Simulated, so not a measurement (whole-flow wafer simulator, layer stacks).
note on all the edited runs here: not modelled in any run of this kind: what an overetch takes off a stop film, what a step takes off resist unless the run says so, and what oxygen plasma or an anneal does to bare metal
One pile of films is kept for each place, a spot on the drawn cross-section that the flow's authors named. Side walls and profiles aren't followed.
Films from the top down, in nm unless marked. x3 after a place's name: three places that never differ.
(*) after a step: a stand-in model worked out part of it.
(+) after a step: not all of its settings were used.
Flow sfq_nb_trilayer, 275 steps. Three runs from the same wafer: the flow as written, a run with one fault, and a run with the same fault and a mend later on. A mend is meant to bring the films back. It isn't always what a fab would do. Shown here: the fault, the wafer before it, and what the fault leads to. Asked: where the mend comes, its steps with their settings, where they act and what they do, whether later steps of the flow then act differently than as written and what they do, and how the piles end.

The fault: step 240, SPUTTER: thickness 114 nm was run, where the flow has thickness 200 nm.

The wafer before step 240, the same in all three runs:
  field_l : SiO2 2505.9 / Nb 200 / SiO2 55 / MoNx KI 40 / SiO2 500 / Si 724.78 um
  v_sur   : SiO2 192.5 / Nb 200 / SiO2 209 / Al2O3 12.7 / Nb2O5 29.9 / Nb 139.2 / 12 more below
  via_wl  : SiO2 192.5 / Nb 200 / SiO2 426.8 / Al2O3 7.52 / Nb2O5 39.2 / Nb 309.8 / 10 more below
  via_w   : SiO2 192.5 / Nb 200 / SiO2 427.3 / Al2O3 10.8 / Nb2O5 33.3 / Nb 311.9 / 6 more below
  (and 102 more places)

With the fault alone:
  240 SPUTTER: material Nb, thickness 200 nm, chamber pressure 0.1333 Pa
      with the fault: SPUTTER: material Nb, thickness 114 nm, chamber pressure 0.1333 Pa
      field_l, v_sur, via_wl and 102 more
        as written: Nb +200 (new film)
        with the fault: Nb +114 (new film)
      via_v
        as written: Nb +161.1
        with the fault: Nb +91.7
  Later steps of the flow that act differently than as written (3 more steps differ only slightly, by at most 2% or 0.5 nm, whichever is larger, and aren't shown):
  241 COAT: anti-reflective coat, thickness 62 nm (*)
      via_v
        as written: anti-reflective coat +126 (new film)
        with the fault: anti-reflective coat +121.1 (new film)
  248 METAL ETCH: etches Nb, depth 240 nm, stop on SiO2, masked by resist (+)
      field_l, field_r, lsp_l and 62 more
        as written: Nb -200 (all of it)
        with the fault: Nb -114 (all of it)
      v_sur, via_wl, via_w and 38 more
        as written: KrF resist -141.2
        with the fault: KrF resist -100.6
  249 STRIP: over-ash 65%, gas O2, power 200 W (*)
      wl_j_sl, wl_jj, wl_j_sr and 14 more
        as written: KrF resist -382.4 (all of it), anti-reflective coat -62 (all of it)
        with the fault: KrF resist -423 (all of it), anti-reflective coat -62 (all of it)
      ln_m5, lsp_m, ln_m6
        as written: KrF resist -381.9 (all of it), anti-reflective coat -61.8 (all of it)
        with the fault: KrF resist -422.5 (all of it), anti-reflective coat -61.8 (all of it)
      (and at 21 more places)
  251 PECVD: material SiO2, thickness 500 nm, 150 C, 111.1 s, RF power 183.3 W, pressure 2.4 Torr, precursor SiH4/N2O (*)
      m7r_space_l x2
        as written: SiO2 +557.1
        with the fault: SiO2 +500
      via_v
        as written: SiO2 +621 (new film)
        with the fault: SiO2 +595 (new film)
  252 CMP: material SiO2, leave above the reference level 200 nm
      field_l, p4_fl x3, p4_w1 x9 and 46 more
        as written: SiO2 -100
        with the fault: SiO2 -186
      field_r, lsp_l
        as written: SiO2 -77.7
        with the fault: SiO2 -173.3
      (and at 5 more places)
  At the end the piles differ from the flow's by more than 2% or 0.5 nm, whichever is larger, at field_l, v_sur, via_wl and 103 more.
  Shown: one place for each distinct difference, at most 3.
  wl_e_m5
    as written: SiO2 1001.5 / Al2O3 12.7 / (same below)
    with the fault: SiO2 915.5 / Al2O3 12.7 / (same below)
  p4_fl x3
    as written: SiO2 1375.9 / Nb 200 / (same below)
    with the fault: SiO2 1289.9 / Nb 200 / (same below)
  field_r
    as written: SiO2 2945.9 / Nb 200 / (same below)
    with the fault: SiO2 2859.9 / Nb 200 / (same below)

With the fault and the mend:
  The mend comes after step 240.
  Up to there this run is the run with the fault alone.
  240a SPUTTER: material Nb, thickness 86 nm, chamber pressure 0.1333 Pa (the flow's step 240 once more, with other settings)
      field_l, v_sur, via_wl and 102 more
        Nb +86
      via_v
        Nb +66.2
  No later step of the flow acts differently than as written, at any place that is followed, by more than 2% or 0.5 nm, whichever is larger.
  At the end the piles differ from the flow's only slightly at the places that both follow, by at most 2% or 0.5 nm, whichever is larger.
